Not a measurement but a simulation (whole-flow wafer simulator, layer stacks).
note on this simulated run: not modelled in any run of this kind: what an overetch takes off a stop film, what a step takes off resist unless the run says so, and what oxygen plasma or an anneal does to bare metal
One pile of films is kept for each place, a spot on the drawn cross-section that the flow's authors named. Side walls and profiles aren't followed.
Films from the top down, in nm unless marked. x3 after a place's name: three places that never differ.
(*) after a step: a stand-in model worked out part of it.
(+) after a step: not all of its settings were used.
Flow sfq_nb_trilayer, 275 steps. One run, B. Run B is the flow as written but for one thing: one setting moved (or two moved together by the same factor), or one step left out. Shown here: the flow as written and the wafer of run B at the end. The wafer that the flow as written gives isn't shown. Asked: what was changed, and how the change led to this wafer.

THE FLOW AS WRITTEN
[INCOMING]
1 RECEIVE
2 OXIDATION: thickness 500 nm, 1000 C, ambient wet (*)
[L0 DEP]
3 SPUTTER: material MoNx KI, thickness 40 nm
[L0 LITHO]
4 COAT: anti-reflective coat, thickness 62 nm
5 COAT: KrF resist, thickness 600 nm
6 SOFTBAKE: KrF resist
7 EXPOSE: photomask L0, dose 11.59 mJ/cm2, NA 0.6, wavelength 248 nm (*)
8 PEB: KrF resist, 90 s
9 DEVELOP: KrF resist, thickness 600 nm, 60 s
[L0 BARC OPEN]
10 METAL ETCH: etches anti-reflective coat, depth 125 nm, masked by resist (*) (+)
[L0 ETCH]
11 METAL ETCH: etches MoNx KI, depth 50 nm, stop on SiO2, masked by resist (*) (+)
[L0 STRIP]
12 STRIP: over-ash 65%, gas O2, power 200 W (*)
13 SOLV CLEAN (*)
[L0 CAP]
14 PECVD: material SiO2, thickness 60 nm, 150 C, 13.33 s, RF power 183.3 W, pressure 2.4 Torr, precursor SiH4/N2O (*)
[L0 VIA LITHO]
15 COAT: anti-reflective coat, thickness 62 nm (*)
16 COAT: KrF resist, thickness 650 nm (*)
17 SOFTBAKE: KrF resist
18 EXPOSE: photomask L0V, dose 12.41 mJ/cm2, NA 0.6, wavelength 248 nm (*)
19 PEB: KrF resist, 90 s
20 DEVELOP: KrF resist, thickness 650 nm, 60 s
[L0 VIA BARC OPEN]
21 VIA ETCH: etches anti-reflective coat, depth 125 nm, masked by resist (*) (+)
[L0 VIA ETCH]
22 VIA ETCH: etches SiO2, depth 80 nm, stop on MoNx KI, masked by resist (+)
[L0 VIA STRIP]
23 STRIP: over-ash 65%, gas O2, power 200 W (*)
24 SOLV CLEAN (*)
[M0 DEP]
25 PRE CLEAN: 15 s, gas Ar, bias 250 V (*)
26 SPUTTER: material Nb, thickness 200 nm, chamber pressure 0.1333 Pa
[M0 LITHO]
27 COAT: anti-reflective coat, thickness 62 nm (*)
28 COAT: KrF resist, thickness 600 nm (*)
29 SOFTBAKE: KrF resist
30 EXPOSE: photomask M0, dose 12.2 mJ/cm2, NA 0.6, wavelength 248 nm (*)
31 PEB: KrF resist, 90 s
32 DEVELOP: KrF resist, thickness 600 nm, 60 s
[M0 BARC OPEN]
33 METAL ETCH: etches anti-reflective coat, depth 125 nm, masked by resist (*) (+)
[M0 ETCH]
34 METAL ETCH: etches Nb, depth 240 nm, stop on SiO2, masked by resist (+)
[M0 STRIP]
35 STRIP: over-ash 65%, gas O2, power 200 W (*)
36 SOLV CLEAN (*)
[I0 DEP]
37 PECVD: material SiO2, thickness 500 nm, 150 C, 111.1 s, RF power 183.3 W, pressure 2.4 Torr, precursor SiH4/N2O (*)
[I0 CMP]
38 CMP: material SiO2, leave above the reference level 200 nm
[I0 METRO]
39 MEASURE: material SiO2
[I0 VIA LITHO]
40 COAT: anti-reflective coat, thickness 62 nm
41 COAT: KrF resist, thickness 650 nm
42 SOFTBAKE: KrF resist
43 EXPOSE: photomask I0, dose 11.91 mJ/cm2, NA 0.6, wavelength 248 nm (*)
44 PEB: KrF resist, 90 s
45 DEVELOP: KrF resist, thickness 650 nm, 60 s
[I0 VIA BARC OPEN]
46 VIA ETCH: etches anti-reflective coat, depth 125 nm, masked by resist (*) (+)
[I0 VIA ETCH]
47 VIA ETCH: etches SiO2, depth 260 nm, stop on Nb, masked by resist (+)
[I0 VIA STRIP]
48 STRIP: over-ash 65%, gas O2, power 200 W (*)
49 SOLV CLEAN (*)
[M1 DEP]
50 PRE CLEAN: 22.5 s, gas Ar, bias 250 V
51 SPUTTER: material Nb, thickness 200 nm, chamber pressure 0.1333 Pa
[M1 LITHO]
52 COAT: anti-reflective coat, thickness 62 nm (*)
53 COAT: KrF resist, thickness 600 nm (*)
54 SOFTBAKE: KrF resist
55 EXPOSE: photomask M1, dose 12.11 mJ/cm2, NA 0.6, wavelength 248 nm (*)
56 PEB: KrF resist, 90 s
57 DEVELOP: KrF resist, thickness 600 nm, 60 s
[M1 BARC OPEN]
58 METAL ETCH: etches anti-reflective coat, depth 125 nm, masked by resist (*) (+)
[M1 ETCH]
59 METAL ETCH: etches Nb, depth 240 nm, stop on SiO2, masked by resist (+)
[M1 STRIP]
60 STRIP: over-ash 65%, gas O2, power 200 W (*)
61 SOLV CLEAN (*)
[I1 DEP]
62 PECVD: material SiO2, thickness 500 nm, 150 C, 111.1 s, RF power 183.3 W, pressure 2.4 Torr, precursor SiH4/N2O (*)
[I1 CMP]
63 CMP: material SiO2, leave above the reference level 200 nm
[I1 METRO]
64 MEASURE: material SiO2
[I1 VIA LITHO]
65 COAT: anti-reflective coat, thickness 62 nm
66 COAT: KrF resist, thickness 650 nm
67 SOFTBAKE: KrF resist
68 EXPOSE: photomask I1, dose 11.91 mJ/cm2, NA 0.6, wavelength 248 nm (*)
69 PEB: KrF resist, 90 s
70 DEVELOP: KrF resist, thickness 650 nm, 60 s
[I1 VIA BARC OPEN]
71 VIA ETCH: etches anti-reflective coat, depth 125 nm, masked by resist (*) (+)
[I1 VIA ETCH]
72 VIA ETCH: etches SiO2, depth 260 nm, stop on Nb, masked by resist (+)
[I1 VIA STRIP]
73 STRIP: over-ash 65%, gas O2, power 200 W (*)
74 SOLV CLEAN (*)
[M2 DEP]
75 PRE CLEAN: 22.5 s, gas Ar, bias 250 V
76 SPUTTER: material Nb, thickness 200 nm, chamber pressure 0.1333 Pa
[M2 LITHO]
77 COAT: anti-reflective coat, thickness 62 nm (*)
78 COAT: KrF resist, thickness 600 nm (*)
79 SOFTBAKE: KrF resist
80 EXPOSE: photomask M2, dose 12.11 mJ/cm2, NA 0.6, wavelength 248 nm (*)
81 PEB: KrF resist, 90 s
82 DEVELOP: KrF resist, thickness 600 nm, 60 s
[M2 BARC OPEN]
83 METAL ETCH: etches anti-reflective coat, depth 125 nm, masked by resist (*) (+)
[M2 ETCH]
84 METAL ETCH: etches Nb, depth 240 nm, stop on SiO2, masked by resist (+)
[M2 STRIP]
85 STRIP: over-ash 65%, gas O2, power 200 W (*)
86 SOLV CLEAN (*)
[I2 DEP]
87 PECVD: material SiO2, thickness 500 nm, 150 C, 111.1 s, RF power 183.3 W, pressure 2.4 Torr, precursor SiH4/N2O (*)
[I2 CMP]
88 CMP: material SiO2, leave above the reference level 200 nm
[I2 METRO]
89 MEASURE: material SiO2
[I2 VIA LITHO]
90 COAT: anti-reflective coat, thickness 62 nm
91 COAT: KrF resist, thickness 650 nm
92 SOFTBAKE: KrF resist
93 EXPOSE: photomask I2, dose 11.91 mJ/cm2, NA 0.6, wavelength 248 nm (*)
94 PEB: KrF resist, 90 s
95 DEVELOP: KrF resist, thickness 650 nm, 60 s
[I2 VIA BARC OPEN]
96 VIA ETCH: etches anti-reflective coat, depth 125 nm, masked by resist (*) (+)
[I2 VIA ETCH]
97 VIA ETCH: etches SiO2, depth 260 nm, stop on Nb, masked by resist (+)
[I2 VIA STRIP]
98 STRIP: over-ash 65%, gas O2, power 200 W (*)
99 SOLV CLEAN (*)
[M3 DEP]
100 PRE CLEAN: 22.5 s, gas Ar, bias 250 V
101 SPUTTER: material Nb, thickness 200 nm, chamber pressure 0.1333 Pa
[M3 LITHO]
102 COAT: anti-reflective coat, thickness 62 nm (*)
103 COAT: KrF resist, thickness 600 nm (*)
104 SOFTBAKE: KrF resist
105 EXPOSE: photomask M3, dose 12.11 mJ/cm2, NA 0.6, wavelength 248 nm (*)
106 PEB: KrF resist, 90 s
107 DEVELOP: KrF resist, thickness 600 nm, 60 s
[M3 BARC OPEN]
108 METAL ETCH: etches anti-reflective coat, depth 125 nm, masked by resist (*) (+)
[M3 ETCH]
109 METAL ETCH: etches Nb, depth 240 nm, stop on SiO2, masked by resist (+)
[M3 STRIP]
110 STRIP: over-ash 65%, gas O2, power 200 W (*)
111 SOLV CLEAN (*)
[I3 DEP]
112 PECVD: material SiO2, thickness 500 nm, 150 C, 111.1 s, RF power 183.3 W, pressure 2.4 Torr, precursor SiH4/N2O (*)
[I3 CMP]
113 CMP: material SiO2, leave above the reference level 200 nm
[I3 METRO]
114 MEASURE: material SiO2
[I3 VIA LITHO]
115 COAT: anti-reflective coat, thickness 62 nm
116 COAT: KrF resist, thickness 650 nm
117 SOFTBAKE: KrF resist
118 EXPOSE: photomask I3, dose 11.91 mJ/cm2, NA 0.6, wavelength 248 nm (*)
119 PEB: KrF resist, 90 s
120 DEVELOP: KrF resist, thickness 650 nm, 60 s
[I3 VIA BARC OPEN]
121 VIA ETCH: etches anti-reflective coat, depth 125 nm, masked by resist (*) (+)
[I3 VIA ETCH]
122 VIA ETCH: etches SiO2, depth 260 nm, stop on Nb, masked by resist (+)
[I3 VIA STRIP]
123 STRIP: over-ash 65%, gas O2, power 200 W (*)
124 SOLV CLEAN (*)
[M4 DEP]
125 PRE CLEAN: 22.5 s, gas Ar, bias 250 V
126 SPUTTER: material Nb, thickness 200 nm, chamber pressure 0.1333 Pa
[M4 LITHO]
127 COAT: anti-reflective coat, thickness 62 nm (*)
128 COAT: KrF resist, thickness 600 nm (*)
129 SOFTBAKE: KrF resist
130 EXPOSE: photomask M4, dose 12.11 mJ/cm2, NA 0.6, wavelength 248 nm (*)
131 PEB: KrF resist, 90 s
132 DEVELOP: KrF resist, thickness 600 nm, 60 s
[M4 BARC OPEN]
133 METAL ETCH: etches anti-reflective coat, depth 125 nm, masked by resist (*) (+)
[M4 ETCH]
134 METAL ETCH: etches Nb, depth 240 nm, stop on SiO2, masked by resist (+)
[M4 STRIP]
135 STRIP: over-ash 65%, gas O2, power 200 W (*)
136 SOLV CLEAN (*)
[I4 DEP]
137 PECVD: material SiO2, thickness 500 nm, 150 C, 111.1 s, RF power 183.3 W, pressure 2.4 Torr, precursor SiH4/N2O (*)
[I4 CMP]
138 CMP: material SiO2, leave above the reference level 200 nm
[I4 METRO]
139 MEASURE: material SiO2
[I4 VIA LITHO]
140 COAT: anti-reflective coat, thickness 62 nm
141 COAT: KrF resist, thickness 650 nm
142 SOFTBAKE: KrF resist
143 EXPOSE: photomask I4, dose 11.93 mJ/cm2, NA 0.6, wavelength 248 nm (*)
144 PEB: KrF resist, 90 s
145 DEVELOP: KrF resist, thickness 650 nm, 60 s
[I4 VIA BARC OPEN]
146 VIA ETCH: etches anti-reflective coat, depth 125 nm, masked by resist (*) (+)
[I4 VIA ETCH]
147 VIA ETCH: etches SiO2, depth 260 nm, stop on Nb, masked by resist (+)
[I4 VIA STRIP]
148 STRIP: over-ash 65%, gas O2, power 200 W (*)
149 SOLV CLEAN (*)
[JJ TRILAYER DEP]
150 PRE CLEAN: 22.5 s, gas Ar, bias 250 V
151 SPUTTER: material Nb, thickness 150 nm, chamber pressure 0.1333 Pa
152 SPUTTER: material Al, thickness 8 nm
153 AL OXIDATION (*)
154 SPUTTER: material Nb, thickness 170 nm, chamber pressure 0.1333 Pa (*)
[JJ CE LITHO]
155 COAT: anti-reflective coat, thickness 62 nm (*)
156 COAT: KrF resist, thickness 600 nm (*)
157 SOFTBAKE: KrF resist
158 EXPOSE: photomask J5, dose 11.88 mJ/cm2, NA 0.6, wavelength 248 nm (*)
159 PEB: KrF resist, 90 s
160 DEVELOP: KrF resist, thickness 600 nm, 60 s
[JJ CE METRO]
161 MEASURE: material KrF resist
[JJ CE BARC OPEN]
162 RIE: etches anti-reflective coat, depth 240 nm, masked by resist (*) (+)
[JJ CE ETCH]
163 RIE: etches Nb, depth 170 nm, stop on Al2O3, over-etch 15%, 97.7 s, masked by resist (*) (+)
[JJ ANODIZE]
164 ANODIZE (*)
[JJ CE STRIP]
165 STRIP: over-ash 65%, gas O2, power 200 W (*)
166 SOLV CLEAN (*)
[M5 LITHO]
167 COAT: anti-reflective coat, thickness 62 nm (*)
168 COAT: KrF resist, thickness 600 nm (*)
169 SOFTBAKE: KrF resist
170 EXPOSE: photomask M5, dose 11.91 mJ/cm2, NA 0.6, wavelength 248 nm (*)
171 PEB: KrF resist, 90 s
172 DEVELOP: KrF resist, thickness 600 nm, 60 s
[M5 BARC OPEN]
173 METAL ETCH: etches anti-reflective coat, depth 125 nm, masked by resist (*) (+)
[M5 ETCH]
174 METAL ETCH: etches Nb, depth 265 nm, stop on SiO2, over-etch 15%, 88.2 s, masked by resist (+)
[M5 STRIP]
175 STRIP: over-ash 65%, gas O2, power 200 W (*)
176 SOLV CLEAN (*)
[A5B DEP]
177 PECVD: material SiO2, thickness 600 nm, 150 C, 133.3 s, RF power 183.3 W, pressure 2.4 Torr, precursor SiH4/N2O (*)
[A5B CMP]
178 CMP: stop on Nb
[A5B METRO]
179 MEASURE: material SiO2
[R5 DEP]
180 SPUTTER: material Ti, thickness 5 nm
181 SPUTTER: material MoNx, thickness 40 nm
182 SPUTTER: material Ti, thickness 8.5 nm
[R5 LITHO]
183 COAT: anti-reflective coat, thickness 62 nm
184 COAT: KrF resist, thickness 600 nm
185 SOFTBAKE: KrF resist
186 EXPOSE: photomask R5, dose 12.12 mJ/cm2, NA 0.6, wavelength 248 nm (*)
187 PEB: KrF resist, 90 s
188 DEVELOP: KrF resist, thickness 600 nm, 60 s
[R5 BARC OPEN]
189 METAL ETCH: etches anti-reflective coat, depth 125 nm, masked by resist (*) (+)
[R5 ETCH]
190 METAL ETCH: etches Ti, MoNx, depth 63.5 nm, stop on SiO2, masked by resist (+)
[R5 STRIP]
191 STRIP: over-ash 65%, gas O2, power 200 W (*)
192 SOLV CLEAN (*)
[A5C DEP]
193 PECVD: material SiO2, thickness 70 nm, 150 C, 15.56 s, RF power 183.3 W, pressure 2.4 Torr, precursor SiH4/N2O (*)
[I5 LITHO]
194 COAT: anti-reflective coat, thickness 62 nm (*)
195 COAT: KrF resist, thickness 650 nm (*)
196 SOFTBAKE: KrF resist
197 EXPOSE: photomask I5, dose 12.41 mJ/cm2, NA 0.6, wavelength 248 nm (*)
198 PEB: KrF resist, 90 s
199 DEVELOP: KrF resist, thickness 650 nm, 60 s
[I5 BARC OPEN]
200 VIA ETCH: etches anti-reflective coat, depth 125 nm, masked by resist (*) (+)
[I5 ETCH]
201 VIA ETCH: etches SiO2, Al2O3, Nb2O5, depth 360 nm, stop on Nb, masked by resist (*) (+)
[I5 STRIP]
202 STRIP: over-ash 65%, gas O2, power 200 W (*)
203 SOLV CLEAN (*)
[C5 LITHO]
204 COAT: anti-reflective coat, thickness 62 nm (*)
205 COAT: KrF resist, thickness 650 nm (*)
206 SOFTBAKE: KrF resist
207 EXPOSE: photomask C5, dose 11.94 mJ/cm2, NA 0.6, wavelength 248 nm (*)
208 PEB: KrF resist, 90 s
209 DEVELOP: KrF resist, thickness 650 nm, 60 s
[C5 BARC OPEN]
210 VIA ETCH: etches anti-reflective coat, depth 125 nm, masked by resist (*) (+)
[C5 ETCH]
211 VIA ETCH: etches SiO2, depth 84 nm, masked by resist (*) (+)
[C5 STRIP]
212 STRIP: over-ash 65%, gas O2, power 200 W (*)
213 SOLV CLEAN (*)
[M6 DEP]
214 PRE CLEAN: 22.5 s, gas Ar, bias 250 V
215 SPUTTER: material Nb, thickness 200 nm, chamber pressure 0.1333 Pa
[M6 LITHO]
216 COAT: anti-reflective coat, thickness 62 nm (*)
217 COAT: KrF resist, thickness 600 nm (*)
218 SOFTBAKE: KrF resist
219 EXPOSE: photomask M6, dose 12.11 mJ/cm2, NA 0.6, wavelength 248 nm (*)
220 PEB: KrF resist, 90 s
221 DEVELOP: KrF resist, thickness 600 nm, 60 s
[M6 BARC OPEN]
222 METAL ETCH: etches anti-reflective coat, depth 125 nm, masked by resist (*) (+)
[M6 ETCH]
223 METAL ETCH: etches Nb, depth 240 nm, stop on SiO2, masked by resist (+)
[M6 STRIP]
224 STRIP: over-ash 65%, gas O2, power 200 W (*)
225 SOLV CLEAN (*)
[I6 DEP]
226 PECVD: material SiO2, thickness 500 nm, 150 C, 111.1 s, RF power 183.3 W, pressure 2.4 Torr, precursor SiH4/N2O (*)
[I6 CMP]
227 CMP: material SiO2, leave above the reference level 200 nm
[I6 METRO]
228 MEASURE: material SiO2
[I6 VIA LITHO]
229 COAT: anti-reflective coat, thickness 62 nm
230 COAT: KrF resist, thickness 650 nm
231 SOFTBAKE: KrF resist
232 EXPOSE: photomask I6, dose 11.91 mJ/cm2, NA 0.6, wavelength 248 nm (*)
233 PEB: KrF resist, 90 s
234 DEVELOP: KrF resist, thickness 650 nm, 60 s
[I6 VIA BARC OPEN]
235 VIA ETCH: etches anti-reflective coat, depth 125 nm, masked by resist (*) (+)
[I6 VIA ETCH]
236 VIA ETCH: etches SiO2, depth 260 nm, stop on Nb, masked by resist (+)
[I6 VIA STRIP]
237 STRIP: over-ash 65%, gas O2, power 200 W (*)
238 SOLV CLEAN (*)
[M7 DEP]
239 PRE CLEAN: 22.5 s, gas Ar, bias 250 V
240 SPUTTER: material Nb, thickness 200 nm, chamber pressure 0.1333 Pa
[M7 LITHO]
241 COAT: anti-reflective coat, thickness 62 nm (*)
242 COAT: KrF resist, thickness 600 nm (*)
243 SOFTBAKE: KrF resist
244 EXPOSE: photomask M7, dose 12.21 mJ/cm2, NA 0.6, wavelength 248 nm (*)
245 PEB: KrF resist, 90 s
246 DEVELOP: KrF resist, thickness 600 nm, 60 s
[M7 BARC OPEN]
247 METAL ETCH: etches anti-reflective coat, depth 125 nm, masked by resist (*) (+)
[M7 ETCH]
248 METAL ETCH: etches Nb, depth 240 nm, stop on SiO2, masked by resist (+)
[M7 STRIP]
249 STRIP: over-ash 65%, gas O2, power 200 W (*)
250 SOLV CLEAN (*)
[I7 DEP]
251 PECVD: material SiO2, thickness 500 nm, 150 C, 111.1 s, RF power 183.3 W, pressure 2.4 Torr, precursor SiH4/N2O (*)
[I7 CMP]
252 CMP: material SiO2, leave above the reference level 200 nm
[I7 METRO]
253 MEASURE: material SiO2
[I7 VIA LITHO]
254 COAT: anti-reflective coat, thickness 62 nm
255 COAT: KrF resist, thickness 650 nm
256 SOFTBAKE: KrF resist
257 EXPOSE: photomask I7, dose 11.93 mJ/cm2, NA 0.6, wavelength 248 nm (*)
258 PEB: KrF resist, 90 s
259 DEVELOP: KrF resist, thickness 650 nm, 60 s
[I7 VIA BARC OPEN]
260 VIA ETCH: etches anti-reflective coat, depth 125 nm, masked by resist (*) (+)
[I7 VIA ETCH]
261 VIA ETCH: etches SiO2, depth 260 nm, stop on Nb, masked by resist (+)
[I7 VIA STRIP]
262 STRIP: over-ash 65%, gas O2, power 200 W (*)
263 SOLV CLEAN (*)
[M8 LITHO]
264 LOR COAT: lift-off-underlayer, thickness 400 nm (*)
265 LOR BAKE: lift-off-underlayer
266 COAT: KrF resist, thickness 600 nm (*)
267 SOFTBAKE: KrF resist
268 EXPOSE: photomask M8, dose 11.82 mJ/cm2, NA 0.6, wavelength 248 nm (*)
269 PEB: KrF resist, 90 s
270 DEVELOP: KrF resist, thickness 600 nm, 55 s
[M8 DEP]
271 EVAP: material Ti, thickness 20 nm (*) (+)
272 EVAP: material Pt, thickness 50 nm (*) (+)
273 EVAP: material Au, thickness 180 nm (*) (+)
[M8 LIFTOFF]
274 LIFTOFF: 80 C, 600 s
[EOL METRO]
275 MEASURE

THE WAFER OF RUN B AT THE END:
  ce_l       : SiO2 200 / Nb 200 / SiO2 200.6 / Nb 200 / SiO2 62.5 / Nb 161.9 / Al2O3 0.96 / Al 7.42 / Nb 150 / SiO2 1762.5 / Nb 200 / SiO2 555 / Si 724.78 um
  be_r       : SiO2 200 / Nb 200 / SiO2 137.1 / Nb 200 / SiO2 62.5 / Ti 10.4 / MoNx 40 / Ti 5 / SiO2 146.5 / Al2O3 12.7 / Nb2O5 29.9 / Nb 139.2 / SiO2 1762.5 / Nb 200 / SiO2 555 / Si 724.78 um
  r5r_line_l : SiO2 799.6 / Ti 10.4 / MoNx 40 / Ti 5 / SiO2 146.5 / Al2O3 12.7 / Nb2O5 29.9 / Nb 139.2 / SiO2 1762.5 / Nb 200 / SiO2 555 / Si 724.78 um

The cause: step 182, SPUTTER: thickness 10.4 nm was run, where the flow has thickness 8.5 nm.
It can be read off the wafer: be_r has Ti 10.4, and step 182 as written asks for 8.5 nm.

How the change led to this, step by step:
  182 SPUTTER: material Ti, thickness 8.5 nm
      field_l, v_sur, via_wl and 103 more: Ti +10.4 (new film) (as written it would be: Ti +8.5 (new film))
  190 METAL ETCH: etches Ti, MoNx, depth 63.5 nm, stop on SiO2, masked by resist (+)
      field_l, v_sur, via_wl and 92 more: Ti -10.4 (all of it), MoNx -40 (all of it), Ti -5 (all of it) (as written it would be: Ti -8.5 (all of it), MoNx -40 (all of it), Ti -5 (all of it))
      ce_l, c5j, ce_r, wl_jj: Ti -10.4 (all of it), MoNx -40 (all of it), Ti -5 (all of it), Nb -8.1 (as written it would be: Ti -8.5 (all of it), MoNx -40 (all of it), Ti -5 (all of it), Nb -10)
